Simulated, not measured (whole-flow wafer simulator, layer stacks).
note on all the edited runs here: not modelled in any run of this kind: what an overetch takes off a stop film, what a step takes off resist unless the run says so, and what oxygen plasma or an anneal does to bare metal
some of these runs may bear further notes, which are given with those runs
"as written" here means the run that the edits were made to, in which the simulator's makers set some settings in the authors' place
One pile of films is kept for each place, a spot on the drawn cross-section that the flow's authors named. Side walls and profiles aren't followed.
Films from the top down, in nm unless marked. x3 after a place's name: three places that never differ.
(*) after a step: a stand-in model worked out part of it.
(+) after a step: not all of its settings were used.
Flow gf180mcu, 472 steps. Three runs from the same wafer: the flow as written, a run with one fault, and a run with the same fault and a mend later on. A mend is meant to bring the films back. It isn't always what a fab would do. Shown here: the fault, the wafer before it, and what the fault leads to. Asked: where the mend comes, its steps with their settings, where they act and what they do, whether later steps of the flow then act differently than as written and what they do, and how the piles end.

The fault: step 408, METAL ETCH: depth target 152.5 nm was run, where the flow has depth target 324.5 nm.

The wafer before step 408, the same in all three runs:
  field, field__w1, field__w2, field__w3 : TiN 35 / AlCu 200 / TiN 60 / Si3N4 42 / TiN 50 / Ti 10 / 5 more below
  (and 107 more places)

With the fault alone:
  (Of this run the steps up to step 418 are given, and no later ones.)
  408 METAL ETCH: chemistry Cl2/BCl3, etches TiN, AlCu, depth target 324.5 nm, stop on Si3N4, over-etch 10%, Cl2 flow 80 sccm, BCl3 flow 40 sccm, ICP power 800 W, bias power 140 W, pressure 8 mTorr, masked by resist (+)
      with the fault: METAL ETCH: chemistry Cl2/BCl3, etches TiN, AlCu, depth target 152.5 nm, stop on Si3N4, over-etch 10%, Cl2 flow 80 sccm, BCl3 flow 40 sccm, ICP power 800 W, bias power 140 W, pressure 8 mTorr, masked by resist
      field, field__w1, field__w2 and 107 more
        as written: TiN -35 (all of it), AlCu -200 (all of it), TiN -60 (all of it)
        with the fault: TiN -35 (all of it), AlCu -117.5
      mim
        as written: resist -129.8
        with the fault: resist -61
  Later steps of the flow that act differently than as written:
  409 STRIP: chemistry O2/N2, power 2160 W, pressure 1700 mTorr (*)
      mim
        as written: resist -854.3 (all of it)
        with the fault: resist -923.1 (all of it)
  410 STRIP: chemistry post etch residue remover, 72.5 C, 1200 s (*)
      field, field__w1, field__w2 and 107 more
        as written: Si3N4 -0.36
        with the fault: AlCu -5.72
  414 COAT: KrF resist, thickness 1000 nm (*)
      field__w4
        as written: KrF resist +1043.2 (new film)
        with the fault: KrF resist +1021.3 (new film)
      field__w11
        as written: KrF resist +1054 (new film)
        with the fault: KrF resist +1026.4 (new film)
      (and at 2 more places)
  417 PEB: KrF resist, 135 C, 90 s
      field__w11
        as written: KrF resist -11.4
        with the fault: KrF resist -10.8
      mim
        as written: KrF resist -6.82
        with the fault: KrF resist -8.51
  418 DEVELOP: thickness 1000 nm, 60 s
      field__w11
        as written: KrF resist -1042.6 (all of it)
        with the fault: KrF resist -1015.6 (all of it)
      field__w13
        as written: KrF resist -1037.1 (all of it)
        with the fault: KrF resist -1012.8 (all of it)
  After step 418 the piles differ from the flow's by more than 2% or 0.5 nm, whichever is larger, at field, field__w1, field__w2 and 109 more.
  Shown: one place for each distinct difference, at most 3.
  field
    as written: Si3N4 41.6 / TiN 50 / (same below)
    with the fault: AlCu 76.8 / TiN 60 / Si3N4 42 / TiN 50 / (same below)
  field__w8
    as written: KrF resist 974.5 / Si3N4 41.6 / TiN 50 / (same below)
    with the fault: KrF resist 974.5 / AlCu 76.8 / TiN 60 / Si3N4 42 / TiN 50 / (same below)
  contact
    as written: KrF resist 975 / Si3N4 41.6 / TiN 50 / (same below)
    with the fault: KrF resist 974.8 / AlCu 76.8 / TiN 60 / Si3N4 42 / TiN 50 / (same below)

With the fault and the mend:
  The mend comes after step 408.
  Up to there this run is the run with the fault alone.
  408a METAL ETCH: chemistry Cl2/BCl3, etches TiN, AlCu, depth target 172 nm, stop on Si3N4, over-etch 10%, Cl2 flow 80 sccm, BCl3 flow 40 sccm, ICP power 800 W, bias power 140 W, pressure 8 mTorr, masked by resist (+) (the flow's step 408 once more, with other settings)
      field, field__w1, field__w2 and 107 more
        AlCu -82.5 (all of it), TiN -60 (all of it)
      mim
        resist -62.7
  No later step of the flow acts differently than as written, at any place that is followed, by more than 2% or 0.5 nm, whichever is larger.
  At the end the piles are the same as the flow's at every place that both follow.
